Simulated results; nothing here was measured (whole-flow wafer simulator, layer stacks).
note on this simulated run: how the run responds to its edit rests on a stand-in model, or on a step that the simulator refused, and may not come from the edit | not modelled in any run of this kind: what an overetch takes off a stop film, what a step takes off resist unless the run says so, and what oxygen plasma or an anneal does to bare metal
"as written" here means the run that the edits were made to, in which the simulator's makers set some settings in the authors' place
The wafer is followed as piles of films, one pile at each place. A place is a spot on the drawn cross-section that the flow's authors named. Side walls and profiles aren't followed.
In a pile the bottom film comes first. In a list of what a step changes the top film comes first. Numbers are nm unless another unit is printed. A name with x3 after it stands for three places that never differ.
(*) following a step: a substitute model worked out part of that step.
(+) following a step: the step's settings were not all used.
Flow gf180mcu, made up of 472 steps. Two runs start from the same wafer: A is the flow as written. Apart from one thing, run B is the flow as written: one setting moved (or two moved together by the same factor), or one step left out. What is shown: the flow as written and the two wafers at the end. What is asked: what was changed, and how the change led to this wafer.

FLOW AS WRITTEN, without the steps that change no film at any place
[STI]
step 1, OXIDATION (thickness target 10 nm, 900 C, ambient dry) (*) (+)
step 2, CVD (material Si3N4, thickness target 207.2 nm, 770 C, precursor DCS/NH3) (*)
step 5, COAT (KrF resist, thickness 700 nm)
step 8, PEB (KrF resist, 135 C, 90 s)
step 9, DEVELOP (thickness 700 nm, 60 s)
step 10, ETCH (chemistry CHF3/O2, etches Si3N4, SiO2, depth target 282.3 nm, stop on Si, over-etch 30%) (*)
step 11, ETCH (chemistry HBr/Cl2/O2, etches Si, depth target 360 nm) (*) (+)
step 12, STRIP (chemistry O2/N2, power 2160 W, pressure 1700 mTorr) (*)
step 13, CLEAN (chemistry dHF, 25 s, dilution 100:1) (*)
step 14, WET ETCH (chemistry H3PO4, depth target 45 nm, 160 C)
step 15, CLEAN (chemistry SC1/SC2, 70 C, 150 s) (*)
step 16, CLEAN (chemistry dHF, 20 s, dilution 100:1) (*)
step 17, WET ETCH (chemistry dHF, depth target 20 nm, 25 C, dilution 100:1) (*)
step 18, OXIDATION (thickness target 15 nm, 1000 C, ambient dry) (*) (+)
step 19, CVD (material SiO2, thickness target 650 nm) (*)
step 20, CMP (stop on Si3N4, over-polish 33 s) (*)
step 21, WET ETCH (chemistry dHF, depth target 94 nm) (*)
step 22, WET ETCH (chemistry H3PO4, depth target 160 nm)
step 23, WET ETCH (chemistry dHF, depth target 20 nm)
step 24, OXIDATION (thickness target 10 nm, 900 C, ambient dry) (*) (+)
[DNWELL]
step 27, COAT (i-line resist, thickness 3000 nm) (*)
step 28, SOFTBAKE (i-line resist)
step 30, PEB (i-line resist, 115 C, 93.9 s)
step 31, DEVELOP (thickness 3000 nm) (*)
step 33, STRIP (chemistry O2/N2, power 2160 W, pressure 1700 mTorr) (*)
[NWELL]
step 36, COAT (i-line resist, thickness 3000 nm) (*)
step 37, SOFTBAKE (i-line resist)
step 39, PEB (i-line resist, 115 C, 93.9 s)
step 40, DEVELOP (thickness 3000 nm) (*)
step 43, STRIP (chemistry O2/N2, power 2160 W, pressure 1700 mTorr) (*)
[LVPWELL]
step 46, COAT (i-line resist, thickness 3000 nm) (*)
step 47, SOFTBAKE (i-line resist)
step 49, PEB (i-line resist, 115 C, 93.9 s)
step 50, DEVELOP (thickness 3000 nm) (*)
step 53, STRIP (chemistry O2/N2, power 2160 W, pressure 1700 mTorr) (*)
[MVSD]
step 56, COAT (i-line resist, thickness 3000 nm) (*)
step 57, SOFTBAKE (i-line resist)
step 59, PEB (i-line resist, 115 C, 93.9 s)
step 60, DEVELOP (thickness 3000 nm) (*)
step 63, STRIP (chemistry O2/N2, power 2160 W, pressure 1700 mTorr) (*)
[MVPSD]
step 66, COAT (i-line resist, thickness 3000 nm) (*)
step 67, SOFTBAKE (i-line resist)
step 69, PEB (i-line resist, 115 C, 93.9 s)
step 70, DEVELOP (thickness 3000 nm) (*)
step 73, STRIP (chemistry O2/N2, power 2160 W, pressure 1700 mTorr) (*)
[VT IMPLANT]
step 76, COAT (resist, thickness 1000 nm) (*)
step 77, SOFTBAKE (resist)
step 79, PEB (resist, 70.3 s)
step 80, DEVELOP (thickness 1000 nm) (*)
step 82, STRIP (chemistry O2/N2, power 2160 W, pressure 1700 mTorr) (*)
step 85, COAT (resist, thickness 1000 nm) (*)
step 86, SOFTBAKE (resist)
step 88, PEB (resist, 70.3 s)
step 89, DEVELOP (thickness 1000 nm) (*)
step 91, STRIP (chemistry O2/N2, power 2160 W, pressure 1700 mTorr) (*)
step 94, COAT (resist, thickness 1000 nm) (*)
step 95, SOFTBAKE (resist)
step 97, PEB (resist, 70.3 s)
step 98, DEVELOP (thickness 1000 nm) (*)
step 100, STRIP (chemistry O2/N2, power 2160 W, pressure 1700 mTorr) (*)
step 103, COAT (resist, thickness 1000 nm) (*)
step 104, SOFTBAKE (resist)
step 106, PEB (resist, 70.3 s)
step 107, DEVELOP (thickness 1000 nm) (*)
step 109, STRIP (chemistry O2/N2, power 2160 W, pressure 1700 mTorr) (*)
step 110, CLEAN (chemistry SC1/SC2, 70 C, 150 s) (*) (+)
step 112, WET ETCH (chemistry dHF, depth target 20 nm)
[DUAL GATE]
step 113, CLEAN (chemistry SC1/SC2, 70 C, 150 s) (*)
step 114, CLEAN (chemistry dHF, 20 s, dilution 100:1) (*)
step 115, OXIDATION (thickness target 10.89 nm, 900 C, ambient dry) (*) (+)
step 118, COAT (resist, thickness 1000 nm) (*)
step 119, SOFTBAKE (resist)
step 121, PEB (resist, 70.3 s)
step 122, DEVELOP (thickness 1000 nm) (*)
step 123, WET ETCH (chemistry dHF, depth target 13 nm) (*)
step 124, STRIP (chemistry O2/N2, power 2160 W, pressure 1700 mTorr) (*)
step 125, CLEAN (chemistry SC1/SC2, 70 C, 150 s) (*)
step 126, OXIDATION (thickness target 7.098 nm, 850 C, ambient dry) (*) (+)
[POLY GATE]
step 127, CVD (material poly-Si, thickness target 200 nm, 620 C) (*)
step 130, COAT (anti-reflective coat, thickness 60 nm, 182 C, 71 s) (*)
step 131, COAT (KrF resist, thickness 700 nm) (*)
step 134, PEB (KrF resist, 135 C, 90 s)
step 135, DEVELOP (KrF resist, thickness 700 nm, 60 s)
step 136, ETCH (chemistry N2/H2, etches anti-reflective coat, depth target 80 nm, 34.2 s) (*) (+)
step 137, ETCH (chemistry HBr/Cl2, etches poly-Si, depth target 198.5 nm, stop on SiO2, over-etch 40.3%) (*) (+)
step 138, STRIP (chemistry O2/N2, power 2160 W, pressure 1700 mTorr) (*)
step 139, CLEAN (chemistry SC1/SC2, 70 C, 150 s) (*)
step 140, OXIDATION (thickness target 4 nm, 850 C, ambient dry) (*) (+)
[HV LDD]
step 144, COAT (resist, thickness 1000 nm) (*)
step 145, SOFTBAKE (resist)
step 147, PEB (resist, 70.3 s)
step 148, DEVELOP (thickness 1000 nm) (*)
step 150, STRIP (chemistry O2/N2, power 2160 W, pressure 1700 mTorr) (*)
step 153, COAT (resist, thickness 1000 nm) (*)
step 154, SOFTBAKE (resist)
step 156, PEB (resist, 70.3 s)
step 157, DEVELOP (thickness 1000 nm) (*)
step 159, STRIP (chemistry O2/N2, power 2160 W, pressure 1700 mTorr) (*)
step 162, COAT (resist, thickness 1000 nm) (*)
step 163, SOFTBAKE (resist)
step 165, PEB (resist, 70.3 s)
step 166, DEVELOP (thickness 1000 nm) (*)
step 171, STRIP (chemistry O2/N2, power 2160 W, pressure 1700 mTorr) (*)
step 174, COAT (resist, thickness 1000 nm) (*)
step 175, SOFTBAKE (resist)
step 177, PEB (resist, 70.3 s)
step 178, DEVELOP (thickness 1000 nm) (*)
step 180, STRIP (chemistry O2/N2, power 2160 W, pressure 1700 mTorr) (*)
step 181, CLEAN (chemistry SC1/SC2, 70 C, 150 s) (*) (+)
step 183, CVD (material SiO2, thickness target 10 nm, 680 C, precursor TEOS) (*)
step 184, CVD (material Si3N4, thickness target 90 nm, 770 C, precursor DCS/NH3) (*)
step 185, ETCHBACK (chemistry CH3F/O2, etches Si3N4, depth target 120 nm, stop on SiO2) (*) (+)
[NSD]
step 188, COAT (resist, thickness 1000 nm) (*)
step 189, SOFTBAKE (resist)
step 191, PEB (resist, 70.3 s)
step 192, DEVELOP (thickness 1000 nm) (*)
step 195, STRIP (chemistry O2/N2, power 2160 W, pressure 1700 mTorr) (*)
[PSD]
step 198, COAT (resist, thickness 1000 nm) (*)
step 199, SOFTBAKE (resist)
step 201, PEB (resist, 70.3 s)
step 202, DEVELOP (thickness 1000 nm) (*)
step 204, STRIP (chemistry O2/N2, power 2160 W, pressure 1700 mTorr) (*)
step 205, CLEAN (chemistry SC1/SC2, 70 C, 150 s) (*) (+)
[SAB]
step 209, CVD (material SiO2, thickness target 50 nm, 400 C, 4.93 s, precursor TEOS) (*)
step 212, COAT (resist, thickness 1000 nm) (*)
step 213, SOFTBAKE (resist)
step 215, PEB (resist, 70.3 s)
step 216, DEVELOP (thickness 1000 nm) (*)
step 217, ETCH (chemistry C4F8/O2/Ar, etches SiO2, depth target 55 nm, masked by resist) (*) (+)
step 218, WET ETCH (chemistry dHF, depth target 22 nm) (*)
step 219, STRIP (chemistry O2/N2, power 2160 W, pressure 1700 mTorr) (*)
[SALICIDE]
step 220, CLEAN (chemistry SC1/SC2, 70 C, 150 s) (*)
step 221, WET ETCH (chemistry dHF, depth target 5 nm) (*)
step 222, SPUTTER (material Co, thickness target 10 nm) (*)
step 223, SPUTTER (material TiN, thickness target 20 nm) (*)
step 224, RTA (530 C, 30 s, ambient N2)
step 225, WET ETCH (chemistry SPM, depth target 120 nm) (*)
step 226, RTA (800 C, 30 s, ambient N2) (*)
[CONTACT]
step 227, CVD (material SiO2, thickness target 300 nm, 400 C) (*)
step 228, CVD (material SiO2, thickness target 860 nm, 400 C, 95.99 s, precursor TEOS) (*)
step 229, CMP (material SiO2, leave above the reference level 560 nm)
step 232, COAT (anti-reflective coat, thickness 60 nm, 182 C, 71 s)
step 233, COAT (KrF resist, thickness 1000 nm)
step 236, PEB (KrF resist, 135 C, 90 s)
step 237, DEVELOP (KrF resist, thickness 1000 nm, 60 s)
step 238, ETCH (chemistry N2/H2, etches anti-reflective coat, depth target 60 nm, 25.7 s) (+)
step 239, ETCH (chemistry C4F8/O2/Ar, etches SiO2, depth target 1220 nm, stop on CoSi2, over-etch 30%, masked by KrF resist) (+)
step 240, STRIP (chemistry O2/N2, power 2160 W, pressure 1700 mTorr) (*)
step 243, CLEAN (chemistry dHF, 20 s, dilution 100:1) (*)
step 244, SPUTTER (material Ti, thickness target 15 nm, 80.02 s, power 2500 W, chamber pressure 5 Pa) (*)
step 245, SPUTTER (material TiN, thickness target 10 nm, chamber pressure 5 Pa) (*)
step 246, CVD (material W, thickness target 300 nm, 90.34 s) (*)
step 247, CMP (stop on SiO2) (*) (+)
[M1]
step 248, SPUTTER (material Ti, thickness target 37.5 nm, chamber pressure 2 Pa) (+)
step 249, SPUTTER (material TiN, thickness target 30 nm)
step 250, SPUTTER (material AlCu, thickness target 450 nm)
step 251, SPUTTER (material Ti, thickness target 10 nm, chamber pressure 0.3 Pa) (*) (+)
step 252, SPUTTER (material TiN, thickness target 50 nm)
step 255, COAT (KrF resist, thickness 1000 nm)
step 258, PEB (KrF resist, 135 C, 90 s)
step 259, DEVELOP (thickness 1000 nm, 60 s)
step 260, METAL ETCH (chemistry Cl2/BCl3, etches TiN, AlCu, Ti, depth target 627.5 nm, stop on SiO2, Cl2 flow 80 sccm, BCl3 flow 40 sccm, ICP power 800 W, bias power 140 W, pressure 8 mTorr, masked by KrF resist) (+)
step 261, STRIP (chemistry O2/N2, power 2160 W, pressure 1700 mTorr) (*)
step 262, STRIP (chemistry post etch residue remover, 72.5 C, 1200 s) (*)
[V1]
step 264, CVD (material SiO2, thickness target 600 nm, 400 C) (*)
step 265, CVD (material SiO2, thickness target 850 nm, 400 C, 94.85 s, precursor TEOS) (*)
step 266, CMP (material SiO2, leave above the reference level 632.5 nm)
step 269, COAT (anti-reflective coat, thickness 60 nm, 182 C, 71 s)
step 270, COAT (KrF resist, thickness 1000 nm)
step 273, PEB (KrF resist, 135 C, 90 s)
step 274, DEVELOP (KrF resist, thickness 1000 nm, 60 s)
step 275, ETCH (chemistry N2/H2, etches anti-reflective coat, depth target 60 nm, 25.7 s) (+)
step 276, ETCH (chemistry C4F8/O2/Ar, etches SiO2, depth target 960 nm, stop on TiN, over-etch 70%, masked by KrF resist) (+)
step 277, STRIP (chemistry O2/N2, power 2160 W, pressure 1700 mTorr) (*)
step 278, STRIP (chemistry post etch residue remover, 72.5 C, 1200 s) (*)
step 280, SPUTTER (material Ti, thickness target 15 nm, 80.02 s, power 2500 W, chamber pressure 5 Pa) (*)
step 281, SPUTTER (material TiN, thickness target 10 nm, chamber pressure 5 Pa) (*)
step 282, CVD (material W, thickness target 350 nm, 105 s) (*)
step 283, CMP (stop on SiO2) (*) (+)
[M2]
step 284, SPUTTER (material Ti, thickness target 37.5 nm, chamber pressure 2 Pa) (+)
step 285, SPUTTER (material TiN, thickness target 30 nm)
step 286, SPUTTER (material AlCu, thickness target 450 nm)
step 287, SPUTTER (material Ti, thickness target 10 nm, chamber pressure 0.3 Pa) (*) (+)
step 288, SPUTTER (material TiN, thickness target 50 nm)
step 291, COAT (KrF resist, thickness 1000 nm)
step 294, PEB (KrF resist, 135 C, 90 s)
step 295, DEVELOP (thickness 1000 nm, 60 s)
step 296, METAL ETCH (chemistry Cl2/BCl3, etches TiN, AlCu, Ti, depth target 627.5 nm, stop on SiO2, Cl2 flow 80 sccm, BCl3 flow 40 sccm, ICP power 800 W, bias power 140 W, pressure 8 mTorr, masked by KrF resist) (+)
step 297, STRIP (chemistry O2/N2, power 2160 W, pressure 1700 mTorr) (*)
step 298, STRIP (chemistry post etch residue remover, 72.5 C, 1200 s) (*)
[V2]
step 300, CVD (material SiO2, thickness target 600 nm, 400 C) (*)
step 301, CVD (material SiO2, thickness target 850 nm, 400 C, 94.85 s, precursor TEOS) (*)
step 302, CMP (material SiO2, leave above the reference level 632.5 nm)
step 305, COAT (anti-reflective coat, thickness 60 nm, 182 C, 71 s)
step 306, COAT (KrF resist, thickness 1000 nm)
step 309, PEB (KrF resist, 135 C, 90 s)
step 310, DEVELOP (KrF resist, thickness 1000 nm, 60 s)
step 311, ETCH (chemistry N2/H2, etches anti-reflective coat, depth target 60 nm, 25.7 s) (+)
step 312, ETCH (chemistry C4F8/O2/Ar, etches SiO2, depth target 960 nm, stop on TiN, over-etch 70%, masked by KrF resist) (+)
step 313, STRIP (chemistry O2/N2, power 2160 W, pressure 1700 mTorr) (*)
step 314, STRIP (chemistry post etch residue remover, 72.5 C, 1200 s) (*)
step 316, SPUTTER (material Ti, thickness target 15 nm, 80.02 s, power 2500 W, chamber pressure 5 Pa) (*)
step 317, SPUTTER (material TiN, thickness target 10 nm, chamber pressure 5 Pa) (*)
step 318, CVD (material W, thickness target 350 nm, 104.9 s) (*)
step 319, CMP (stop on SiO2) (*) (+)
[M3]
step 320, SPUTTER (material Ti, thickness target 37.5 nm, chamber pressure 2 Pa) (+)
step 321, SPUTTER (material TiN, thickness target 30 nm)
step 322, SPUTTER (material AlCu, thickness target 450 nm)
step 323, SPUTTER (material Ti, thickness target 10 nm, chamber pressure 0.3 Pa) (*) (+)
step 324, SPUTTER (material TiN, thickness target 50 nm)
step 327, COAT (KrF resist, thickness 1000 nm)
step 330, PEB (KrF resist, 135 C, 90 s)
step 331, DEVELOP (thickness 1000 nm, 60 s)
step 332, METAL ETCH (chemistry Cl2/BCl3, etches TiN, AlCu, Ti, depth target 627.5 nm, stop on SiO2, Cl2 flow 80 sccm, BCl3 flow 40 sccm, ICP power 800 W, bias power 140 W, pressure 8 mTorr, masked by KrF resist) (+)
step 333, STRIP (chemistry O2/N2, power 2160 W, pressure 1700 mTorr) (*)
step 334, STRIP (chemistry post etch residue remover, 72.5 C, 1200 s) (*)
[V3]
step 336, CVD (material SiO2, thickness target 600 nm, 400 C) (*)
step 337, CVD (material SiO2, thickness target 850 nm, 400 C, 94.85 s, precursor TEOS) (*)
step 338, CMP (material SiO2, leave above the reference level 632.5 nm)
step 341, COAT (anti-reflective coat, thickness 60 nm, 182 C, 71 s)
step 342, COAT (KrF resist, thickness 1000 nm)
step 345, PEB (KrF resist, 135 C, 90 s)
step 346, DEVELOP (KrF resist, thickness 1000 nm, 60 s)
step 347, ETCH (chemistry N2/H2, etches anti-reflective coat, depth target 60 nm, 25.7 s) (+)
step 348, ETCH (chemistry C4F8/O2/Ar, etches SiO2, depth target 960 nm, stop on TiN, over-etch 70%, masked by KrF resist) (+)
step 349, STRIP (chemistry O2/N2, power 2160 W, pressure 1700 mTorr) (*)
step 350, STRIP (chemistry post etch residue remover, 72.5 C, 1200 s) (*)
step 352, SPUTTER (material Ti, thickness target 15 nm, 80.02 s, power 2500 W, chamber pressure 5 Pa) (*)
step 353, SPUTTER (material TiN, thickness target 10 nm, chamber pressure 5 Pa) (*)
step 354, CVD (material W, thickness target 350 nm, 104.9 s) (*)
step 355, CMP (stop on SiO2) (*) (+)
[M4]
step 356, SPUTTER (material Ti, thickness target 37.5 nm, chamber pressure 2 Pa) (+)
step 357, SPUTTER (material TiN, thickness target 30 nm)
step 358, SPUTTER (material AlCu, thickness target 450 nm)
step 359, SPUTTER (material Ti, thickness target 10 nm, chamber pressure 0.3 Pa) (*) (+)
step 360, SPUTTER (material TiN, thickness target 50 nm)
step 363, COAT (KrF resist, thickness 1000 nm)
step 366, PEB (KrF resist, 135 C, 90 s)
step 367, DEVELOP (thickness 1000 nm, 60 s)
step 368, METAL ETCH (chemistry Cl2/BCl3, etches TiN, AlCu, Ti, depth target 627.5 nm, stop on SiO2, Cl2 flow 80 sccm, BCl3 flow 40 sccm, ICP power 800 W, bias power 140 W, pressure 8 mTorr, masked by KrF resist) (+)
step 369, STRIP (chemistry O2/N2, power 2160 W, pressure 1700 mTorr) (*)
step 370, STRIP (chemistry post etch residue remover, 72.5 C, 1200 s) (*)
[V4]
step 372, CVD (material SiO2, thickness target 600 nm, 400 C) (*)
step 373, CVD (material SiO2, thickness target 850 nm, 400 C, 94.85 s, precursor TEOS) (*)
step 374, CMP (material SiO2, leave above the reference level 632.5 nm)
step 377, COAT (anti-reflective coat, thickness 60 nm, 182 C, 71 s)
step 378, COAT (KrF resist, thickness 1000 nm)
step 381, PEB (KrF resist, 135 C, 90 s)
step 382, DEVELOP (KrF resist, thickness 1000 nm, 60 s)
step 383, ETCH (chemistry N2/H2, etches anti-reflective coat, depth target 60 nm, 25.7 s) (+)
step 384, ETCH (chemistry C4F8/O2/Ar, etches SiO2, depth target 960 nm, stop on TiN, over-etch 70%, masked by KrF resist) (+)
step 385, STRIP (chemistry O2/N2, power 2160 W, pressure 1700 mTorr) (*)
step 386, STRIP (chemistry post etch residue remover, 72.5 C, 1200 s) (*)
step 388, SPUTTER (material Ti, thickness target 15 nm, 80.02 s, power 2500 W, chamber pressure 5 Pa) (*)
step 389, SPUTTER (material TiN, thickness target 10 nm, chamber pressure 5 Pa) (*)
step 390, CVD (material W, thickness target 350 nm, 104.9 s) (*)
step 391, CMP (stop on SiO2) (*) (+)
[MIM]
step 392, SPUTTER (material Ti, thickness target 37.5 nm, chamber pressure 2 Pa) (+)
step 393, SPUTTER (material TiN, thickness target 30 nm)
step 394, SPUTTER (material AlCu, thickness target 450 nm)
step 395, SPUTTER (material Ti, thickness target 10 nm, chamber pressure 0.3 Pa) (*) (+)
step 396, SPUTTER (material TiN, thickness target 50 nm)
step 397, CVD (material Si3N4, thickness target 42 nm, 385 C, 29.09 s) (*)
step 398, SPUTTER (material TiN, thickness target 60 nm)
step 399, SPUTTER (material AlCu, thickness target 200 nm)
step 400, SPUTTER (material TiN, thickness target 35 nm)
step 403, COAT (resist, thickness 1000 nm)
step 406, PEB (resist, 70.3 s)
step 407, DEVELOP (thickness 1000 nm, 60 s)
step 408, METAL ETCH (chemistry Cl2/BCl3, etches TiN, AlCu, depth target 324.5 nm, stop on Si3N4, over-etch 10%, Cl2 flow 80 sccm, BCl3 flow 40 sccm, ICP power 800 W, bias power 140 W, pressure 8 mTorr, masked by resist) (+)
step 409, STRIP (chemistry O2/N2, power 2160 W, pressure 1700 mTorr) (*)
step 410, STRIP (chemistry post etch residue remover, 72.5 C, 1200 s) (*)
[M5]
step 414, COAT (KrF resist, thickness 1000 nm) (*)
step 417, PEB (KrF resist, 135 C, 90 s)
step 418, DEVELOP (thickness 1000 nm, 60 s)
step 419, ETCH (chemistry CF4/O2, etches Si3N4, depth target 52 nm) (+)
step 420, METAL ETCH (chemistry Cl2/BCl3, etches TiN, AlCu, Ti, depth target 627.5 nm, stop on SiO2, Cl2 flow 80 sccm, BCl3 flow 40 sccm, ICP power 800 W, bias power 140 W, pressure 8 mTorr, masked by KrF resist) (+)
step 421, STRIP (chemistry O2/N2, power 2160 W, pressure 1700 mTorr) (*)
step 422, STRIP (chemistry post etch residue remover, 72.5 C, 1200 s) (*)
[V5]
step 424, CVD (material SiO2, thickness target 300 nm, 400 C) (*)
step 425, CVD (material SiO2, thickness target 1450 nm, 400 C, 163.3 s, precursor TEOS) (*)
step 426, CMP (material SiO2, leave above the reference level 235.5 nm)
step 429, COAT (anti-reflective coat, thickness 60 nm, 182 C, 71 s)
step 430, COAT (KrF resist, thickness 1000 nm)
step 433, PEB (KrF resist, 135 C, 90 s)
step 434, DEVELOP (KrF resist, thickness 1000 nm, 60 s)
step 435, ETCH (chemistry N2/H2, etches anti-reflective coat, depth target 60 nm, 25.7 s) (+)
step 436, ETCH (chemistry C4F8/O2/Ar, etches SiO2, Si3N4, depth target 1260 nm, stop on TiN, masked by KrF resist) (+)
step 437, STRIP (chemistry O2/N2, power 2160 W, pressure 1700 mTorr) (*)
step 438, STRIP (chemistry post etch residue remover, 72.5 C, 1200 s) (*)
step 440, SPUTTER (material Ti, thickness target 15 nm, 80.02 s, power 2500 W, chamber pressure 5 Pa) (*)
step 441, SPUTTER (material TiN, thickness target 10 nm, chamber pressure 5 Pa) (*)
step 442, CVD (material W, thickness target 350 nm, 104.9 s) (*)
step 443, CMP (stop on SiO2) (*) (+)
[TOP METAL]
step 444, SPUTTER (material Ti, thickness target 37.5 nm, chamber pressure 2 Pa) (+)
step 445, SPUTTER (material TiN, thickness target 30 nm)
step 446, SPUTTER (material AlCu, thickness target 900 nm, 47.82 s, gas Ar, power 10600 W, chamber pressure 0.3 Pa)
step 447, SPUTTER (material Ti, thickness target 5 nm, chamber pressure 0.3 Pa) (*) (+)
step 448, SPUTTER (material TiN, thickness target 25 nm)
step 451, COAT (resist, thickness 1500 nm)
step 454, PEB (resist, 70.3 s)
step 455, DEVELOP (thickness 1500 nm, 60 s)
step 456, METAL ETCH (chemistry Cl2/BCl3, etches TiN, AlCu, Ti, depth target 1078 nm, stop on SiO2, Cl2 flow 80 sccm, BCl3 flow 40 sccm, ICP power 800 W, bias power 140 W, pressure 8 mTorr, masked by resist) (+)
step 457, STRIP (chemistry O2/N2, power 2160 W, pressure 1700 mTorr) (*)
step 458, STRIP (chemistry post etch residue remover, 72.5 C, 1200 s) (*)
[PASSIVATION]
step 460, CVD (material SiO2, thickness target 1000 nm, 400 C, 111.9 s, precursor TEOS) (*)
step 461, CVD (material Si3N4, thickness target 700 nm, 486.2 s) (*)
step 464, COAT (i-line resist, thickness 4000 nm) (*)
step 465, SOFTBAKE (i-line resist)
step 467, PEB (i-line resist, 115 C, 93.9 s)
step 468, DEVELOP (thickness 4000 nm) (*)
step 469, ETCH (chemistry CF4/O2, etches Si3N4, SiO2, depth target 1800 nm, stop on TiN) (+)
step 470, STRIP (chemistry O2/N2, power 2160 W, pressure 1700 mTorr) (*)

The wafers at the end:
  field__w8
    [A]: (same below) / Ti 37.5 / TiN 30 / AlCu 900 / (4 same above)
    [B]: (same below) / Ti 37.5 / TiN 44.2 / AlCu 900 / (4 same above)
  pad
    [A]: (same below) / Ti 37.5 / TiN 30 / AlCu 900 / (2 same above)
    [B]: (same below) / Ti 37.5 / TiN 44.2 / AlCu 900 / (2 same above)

The reason: step 445, SPUTTER: thickness target 44.2 nm was run, while the flow as written has thickness target 30 nm.
The wafer itself shows it: field__w8 has TiN 44.2, and step 445 as written asks for 30 nm.

The path from the change to this, step by step:
  step 445, SPUTTER (material TiN, thickness target 30 nm)
      field, field__w1, field__w2 and 109 more: A TiN gains 30 (new film) | B TiN gains 44.2 (new film)
  step 456, METAL ETCH (chemistry Cl2/BCl3, etches TiN, AlCu, Ti, depth target 1078 nm, stop on SiO2, Cl2 flow 80 sccm, BCl3 flow 40 sccm, ICP power 800 W, bias power 140 W, pressure 8 mTorr, masked by resist) (+)
      field, field__w1, field__w2 and 103 more: A TiN loses 25 (all of it), Ti loses 5 (all of it), AlCu loses 900 (all of it), TiN loses 30 (all of it), Ti loses 37.5 (all of it) | B TiN loses 25 (all of it), Ti loses 5 (all of it), AlCu loses 900 (all of it), TiN loses 44.2 (all of it), Ti loses 37.5 (all of it)
  step 465, SOFTBAKE (i-line resist)
      gate: A i-line resist gains 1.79 | B i-line resist loses 0.23
      ld_acc_p, ld_fp_p, ld_drift_p: A i-line resist gains 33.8 | B i-line resist gains 27.5
      (and at 58 other places as well)
